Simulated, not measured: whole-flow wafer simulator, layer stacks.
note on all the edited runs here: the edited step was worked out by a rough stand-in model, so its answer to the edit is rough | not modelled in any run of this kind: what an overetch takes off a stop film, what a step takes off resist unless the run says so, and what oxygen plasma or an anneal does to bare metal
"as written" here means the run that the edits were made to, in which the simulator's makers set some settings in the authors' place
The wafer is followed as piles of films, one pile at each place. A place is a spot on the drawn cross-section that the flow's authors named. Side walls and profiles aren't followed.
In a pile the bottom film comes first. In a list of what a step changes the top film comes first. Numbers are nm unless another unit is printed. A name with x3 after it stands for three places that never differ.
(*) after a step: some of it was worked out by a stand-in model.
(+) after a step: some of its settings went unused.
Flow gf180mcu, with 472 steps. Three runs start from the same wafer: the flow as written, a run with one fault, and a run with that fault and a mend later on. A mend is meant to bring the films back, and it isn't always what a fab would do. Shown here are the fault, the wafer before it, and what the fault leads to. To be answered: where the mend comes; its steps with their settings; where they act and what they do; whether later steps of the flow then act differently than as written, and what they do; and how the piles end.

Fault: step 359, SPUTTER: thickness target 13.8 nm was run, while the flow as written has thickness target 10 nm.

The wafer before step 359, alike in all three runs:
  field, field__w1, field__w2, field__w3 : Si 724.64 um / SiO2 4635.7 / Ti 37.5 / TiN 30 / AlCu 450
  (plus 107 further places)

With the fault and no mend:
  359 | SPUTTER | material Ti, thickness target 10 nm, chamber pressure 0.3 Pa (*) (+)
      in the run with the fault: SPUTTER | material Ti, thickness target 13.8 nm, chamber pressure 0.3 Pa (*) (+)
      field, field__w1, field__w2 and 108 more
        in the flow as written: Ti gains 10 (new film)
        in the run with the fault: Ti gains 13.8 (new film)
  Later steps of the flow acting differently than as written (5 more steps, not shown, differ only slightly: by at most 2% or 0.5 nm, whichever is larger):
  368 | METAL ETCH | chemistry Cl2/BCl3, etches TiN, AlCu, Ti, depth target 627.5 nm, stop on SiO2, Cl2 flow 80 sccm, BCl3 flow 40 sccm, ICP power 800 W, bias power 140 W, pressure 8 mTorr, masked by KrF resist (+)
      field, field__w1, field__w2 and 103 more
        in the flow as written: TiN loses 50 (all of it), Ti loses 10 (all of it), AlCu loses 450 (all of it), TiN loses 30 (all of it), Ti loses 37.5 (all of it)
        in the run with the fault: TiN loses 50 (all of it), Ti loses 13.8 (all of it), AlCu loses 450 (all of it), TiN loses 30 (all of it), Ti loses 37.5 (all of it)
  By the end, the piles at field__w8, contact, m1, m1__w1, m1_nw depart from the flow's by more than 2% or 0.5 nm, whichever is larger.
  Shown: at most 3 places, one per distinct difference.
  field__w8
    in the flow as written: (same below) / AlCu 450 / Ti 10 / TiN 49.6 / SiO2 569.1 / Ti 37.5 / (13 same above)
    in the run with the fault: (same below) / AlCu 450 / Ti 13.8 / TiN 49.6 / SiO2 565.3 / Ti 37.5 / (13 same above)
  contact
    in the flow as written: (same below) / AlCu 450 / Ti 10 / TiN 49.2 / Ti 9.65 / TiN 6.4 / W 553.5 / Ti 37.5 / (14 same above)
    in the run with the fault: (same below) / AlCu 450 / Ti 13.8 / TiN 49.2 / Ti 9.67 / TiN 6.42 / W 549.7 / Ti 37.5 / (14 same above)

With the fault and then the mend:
  After step 359 comes the mend.
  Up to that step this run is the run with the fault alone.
  359a | METAL ETCH | chemistry Cl2/BCl3, etches TiN, AlCu, Ti, depth target 3.8 nm, Cl2 flow 80 sccm, BCl3 flow 40 sccm, ICP power 800 W, bias power 140 W, pressure 8 mTorr (the flow's step 260 again, with other settings)
      field, field__w1, field__w2 and 108 more
        Ti loses 3.8
  None of the later steps of the flow acts differently than as written at any place that is followed.
  By the end, the piles equal the flow's at every place that both follow.
